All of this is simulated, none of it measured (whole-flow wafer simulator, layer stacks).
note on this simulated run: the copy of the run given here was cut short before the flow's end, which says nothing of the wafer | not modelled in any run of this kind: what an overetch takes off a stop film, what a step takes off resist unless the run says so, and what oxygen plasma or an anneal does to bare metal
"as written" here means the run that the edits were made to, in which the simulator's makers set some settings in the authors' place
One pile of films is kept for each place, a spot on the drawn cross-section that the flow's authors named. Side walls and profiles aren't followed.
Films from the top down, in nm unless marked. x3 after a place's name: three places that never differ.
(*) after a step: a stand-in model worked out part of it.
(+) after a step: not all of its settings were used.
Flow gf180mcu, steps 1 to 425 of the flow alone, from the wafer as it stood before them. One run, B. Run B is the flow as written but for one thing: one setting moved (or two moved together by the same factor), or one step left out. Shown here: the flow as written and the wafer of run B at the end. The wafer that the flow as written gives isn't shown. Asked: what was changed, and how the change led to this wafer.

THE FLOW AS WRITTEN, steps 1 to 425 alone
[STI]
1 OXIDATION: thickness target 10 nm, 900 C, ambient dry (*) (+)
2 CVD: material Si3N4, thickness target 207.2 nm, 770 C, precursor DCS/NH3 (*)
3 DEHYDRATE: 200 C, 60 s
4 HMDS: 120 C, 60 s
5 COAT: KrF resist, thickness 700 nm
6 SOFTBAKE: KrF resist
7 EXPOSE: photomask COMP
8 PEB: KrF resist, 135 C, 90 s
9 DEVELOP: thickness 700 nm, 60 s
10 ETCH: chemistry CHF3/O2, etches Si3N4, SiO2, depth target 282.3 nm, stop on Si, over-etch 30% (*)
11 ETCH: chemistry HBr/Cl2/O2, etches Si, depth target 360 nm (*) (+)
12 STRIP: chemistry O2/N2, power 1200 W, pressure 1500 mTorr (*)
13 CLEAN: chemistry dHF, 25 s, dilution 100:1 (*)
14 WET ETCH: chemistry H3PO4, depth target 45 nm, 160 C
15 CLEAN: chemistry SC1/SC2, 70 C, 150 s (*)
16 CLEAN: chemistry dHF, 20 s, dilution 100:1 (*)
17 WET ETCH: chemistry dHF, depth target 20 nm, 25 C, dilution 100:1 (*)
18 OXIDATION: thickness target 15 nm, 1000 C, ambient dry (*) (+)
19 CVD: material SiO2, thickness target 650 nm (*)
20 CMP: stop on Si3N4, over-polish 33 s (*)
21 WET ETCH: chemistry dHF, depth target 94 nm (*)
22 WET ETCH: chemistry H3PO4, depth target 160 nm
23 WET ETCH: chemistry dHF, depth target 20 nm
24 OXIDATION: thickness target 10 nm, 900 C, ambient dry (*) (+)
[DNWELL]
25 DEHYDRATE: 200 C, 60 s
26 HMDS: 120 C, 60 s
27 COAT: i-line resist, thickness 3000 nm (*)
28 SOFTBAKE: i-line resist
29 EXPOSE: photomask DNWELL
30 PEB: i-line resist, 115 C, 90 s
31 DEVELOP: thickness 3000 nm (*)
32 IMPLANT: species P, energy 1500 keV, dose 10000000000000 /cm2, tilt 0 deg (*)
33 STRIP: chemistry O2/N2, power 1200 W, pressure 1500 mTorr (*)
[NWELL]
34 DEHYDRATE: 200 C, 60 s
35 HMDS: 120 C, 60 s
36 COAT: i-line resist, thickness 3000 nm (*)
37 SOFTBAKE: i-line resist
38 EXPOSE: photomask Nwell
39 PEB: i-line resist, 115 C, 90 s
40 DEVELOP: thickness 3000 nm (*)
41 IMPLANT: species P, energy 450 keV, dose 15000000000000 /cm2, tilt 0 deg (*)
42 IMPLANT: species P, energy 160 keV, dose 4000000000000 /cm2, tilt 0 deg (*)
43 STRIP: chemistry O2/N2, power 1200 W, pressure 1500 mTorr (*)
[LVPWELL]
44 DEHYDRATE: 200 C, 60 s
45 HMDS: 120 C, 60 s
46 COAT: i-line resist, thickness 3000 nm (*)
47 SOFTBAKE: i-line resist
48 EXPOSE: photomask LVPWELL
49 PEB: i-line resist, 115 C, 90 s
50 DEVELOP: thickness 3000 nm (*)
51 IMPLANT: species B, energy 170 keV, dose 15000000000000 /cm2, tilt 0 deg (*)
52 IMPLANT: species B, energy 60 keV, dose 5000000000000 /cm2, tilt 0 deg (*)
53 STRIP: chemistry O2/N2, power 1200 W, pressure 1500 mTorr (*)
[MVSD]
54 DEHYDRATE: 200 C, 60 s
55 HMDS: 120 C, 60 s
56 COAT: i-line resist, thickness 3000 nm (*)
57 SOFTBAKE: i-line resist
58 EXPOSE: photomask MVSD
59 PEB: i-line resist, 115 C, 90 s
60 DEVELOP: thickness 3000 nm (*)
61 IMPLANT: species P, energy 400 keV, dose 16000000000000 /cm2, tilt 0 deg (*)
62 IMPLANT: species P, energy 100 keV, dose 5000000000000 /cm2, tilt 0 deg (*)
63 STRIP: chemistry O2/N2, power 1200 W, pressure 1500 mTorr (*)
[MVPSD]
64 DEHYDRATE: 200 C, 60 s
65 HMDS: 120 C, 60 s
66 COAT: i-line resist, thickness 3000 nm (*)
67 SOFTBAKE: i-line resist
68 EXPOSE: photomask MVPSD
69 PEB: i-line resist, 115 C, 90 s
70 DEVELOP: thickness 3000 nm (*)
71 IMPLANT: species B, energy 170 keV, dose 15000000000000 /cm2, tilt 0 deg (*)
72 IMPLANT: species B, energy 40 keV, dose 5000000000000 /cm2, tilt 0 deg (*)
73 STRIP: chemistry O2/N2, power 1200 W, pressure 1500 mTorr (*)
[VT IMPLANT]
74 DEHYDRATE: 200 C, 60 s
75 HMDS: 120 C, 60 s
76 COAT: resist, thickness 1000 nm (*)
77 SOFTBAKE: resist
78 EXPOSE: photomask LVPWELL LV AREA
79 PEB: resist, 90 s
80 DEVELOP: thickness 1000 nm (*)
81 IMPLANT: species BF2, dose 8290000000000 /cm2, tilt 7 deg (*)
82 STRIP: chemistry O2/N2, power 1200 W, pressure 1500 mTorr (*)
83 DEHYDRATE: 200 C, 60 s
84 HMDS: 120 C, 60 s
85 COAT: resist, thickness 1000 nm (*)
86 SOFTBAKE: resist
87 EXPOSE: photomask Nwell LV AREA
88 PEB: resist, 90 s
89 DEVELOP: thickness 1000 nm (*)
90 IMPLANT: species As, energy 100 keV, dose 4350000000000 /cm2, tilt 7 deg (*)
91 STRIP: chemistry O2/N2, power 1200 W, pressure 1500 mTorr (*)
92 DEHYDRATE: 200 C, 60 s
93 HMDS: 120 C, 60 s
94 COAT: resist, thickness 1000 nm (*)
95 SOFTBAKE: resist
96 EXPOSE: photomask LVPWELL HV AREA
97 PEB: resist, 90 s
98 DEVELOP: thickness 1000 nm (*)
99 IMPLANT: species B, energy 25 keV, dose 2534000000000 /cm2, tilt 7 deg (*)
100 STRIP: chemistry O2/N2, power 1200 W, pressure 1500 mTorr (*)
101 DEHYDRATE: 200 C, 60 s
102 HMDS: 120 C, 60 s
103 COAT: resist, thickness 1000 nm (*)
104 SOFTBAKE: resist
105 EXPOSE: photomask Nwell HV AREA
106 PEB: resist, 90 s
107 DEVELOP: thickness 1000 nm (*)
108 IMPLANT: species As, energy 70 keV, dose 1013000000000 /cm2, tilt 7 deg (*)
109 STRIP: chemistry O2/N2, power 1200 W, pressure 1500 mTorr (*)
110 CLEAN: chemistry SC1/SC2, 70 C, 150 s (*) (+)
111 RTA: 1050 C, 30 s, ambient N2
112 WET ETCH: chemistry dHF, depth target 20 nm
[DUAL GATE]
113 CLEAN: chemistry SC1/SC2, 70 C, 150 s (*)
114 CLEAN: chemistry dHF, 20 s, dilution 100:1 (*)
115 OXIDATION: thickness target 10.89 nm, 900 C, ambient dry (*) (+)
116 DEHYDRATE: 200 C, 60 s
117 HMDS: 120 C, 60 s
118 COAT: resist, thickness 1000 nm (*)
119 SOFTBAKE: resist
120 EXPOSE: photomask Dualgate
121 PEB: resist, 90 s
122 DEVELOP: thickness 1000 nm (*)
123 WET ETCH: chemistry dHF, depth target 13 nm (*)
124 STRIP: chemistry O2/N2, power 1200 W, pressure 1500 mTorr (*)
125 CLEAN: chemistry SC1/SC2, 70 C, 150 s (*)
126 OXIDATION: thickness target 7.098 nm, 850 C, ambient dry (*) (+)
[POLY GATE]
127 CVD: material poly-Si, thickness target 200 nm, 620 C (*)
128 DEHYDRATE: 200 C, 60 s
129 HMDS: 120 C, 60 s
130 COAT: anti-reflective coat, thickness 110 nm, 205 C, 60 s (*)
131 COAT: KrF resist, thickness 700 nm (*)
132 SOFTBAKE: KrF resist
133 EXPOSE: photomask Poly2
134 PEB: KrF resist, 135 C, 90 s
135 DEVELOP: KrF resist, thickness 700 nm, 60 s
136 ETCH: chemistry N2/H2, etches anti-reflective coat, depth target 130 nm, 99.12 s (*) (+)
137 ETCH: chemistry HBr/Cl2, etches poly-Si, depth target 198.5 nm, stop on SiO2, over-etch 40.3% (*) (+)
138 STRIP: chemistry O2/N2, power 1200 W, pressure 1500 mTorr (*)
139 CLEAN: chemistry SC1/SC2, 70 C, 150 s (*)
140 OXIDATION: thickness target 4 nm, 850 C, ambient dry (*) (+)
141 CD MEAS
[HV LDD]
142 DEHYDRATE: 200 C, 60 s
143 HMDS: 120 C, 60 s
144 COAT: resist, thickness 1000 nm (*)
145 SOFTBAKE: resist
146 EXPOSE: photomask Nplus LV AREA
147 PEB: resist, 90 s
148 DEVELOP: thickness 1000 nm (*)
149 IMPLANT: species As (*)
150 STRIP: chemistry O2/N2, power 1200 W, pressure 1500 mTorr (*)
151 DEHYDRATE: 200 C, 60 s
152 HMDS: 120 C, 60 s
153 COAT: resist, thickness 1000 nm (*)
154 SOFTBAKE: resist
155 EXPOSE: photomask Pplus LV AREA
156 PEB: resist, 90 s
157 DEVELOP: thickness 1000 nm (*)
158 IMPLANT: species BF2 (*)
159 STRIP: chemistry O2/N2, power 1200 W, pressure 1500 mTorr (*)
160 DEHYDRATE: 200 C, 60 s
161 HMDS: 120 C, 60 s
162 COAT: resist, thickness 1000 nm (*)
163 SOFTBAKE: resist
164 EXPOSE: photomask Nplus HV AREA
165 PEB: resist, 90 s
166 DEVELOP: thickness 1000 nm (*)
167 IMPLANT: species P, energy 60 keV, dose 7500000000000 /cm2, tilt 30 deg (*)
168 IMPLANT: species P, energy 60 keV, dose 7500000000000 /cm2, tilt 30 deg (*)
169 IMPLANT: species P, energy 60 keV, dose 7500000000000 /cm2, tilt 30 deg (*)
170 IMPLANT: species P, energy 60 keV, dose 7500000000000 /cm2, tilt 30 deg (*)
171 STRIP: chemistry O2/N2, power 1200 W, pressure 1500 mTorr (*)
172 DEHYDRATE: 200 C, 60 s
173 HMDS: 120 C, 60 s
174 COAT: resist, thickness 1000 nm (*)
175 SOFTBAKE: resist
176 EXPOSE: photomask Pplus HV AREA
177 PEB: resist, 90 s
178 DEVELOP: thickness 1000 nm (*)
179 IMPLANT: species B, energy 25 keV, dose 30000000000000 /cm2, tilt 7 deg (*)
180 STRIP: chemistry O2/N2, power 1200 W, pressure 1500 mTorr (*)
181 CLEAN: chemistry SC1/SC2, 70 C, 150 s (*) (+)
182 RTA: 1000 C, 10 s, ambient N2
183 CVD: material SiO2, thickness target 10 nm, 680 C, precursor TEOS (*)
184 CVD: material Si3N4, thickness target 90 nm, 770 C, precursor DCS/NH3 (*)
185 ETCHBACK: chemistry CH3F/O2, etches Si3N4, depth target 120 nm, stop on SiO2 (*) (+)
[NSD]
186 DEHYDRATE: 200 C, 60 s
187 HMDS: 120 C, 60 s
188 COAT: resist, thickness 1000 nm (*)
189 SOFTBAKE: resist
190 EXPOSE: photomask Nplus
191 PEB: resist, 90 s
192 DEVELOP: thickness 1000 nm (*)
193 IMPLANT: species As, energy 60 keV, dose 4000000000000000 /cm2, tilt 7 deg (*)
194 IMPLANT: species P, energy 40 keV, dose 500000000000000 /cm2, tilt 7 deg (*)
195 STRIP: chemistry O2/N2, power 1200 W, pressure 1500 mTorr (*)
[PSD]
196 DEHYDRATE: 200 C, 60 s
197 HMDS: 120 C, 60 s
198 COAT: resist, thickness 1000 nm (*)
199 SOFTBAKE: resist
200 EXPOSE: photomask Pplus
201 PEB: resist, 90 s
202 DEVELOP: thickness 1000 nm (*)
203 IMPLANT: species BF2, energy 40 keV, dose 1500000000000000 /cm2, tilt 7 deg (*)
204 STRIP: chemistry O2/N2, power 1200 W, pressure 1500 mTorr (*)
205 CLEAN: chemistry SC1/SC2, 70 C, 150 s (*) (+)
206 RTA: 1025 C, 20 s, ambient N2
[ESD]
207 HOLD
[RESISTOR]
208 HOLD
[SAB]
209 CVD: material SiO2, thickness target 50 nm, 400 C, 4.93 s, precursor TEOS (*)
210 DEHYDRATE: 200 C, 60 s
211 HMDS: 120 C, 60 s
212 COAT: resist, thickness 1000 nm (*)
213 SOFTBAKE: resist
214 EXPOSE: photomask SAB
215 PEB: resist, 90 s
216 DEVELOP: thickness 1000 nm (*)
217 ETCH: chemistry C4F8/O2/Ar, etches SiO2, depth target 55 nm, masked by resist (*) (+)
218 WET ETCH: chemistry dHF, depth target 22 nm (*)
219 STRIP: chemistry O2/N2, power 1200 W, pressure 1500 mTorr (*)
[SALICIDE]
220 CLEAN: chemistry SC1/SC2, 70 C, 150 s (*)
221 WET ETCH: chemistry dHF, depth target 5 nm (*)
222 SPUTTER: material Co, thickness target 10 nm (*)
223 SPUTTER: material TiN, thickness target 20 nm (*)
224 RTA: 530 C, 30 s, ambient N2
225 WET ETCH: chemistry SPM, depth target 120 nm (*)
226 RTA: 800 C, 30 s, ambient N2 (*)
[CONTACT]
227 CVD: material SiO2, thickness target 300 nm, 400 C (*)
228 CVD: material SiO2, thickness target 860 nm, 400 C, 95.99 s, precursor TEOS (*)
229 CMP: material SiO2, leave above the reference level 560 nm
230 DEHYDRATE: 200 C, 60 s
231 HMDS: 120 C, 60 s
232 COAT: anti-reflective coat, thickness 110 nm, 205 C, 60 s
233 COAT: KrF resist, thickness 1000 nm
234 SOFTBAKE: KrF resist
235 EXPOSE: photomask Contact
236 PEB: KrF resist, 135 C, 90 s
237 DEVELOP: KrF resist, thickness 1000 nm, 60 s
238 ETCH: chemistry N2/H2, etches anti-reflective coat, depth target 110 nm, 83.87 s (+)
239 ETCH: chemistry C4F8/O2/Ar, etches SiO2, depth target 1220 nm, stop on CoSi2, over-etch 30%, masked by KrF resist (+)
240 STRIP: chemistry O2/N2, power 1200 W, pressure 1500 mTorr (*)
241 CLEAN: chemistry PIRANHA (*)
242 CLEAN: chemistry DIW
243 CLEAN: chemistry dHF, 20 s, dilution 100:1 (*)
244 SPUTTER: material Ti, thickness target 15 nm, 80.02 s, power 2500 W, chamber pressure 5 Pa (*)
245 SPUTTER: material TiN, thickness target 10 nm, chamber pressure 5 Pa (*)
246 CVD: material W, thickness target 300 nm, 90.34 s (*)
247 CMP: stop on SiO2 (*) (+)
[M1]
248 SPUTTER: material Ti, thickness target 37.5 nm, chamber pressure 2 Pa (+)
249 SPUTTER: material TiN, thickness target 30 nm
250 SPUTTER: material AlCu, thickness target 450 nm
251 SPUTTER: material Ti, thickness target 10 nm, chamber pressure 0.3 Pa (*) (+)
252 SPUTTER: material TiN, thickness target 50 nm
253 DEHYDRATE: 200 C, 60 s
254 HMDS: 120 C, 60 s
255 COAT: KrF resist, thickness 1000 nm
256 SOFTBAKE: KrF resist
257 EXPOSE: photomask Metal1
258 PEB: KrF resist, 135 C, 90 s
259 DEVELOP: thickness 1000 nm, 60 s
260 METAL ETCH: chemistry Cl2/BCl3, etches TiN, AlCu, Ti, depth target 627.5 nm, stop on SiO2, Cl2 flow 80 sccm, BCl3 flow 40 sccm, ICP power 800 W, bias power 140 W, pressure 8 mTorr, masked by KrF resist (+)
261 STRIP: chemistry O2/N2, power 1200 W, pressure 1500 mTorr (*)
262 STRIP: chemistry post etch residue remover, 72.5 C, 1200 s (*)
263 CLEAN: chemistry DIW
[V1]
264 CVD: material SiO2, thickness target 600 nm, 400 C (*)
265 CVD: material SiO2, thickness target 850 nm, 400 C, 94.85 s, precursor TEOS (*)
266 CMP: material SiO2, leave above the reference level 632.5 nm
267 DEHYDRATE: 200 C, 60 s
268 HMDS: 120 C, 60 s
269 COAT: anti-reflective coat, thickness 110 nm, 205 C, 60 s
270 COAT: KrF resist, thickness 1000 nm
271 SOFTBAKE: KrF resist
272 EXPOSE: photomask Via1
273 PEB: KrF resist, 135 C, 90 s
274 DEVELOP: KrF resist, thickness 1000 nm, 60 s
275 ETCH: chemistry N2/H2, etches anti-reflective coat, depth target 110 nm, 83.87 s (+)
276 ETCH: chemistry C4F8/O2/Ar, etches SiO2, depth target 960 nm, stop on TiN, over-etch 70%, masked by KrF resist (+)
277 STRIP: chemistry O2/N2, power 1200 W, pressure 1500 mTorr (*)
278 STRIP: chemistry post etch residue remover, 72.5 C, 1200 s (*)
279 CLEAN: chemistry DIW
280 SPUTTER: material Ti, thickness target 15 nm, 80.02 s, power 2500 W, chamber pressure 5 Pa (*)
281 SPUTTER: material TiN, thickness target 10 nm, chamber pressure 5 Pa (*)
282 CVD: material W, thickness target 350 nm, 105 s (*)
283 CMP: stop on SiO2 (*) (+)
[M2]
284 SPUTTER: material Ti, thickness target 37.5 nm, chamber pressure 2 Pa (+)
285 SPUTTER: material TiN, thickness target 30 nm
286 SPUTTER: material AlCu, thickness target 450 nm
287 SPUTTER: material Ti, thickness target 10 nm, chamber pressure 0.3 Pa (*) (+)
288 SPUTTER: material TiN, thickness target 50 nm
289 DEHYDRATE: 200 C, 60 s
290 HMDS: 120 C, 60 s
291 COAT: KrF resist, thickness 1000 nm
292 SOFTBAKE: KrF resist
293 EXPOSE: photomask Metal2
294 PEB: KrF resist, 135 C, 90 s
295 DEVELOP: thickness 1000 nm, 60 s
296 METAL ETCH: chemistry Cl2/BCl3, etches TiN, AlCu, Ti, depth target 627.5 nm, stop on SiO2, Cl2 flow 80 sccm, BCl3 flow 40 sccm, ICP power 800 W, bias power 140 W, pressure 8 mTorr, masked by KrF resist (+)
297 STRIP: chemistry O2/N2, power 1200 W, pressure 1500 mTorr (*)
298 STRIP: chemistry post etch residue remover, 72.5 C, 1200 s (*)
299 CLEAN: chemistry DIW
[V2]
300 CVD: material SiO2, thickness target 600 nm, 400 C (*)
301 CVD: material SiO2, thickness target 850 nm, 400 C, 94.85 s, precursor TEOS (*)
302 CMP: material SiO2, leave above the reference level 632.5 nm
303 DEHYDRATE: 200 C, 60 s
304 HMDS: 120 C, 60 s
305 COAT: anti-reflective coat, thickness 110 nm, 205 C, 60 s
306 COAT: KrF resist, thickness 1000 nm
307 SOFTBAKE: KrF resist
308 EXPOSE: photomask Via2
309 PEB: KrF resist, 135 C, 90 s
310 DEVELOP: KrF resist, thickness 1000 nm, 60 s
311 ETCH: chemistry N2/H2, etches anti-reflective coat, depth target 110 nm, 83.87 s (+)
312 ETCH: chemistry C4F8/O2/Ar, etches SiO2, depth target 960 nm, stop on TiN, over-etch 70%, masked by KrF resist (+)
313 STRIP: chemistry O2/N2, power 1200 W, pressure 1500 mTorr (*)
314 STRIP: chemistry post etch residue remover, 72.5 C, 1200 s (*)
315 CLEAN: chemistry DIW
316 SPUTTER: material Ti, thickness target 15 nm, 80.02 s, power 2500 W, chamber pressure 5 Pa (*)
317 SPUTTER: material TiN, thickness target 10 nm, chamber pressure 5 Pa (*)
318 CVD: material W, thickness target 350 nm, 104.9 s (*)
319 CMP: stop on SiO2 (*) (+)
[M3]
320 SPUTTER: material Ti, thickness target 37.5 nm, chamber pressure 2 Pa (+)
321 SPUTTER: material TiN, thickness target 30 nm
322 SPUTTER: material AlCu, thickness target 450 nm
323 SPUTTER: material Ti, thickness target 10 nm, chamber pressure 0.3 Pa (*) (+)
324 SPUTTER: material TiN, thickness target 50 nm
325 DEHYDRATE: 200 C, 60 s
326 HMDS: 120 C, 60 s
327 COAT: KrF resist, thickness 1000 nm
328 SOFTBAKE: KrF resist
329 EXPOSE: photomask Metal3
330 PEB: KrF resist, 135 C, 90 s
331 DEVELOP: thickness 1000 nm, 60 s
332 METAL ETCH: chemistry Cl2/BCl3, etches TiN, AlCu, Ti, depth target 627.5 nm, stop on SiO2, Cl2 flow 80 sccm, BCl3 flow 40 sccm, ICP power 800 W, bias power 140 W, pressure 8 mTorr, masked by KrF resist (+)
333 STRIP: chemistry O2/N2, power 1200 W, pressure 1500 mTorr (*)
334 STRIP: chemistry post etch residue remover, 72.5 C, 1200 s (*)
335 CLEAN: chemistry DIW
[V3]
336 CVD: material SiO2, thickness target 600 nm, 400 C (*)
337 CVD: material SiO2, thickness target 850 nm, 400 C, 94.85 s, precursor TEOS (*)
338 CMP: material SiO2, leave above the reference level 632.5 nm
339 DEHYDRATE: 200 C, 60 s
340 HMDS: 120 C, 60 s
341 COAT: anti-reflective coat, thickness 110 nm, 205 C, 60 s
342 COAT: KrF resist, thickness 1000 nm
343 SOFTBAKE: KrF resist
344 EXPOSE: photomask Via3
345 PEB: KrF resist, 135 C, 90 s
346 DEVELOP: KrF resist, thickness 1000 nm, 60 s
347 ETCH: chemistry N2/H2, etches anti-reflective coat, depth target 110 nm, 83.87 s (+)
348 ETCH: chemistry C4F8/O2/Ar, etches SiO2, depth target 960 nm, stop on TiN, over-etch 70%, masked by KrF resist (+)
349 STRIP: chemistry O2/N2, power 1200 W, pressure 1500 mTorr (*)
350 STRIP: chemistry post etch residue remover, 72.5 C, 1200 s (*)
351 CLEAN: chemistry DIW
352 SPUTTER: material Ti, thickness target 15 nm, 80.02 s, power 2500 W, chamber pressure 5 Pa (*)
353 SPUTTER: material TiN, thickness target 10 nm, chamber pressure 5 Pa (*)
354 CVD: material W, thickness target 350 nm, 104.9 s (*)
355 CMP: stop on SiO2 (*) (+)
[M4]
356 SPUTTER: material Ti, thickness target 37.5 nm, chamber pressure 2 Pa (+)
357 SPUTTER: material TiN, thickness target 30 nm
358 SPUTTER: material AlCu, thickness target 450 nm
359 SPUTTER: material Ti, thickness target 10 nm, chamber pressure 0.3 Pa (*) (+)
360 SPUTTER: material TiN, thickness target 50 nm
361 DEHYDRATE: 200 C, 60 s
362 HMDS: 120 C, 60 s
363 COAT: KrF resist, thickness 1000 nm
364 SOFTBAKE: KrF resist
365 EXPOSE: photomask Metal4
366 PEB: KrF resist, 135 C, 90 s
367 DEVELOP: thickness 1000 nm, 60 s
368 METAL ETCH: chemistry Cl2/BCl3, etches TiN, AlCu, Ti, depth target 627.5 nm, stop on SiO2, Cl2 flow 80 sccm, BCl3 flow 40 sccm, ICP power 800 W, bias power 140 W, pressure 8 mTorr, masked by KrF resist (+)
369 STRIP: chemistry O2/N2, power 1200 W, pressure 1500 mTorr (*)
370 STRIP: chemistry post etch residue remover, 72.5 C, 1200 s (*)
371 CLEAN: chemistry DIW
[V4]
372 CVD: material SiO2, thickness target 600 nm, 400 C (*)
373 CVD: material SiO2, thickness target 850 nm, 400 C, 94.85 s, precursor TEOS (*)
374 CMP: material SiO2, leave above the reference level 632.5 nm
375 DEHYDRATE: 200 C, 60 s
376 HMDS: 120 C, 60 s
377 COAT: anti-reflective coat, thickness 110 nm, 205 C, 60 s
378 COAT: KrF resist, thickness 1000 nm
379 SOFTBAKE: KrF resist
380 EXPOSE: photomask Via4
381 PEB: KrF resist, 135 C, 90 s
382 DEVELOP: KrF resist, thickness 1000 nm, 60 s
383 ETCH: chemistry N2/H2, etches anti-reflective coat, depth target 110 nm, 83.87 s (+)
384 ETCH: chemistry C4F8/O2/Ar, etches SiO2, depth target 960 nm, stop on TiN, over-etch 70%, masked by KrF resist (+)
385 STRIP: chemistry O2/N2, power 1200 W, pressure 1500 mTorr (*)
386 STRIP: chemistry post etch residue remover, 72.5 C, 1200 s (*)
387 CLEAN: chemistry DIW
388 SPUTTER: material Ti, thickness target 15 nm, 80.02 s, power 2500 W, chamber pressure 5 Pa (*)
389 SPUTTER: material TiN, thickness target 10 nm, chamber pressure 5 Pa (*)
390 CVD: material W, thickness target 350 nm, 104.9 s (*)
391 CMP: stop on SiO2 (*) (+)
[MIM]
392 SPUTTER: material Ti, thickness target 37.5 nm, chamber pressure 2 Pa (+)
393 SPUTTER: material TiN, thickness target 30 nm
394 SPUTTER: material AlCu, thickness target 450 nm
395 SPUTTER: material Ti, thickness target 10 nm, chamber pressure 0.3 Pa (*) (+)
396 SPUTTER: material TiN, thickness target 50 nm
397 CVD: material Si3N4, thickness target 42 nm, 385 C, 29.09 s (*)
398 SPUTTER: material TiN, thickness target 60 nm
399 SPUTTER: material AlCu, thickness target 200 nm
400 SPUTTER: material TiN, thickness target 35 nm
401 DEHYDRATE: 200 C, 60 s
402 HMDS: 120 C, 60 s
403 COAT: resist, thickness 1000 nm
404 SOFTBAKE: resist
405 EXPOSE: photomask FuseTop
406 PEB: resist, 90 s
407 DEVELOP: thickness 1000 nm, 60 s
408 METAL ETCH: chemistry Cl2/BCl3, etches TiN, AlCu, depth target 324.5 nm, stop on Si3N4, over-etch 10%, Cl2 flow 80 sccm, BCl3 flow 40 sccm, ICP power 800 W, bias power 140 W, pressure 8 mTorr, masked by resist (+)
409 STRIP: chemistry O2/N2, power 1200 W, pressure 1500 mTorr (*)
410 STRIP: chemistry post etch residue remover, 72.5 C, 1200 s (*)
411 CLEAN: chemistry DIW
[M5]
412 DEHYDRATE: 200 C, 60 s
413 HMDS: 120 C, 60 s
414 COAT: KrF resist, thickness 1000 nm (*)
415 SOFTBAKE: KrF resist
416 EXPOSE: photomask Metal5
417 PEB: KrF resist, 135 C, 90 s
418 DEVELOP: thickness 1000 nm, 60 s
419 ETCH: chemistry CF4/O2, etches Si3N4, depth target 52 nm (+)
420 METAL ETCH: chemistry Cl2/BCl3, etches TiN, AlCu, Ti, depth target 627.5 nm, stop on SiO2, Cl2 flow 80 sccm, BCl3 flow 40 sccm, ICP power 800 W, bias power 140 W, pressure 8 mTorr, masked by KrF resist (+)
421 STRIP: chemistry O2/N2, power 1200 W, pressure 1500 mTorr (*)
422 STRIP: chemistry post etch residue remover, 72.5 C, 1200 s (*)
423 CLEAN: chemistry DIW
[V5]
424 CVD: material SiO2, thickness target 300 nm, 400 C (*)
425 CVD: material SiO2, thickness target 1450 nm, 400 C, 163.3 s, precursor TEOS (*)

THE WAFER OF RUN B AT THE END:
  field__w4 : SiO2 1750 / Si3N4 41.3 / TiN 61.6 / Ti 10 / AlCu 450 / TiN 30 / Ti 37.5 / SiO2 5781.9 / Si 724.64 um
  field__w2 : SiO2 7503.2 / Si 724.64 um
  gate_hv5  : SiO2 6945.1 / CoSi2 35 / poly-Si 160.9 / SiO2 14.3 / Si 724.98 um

The cause: step 396, SPUTTER: thickness target 61.6 nm was run, where the flow has thickness target 50 nm.
It can be read off the wafer: field__w4 has TiN 61.6, and step 396 as written asks for 50 nm.

How the change led to this, step by step:
  396 SPUTTER: material TiN, thickness target 50 nm
      field, field__w1, field__w2 and 108 more: TiN +61.6 (new film) (as written it would be: TiN +50 (new film))
  420 METAL ETCH: chemistry Cl2/BCl3, etches TiN, AlCu, Ti, depth target 627.5 nm, stop on SiO2, Cl2 flow 80 sccm, BCl3 flow 40 sccm, ICP power 800 W, bias power 140 W, pressure 8 mTorr, masked by KrF resist (+)
      field, field__w1, field__w2 and 101 more: TiN -60.2 (all of it), Ti -10 (all of it), AlCu -450 (all of it), TiN -30 (all of it), Ti -37.5 (all of it) (as written it would be: TiN -48.6 (all of it), Ti -10 (all of it), AlCu -450 (all of it), TiN -30 (all of it), Ti -37.5 (all of it))
